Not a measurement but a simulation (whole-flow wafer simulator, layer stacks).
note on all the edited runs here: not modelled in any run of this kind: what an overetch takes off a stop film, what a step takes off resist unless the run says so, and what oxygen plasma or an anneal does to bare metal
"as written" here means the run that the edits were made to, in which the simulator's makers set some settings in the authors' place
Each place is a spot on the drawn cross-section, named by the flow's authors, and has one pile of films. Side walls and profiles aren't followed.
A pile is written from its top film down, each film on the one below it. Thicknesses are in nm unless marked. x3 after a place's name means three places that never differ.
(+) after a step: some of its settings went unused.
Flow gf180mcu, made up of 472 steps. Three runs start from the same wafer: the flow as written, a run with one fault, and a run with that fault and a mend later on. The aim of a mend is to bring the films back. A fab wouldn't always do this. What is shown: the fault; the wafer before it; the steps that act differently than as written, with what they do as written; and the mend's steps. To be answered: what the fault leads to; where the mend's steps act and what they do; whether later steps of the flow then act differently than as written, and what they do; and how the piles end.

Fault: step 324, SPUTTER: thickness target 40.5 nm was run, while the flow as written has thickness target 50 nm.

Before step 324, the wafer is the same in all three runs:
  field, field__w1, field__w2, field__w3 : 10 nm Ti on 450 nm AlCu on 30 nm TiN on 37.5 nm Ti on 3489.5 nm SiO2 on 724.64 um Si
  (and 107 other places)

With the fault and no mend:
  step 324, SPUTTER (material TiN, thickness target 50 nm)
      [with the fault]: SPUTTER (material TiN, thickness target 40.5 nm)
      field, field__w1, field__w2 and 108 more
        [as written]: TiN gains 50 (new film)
        [with the fault]: TiN gains 40.5 (new film)
  Steps later in the flow that act otherwise than as written (not shown: 5 more steps that differ only slightly, by at most 2% or 0.5 nm, whichever is larger):
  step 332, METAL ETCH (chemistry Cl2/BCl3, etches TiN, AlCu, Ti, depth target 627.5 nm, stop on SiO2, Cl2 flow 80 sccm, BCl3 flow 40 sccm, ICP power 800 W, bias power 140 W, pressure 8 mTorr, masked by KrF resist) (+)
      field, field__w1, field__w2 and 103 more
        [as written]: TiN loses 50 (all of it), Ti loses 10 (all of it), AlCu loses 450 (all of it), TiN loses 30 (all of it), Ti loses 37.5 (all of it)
        [with the fault]: TiN loses 40.5 (all of it), Ti loses 10 (all of it), AlCu loses 450 (all of it), TiN loses 30 (all of it), Ti loses 37.5 (all of it)
  By the end, the piles at field__w8, contact, m1, m1__w1, m1_nw depart from the flow's by more than 2% or 0.5 nm, whichever is larger.
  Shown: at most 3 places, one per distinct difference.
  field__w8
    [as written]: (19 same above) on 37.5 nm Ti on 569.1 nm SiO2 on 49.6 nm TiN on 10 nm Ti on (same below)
    [with the fault]: (19 same above) on 37.5 nm Ti on 578.6 nm SiO2 on 40.1 nm TiN on 10 nm Ti on (same below)
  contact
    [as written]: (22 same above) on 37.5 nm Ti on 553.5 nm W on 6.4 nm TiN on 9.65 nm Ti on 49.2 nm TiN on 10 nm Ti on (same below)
    [with the fault]: (22 same above) on 37.5 nm Ti on 563.1 nm W on 6.37 nm TiN on 9.6 nm Ti on 39.7 nm TiN on 10 nm Ti on (same below)

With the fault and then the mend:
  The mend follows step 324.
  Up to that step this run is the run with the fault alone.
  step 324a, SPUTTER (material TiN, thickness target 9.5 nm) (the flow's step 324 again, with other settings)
      field, field__w1, field__w2 and 108 more
        TiN gains 9.5
  None of the later steps of the flow acts differently than as written at any place that is followed.
  The piles end the same as the flow's at every place that both follow.
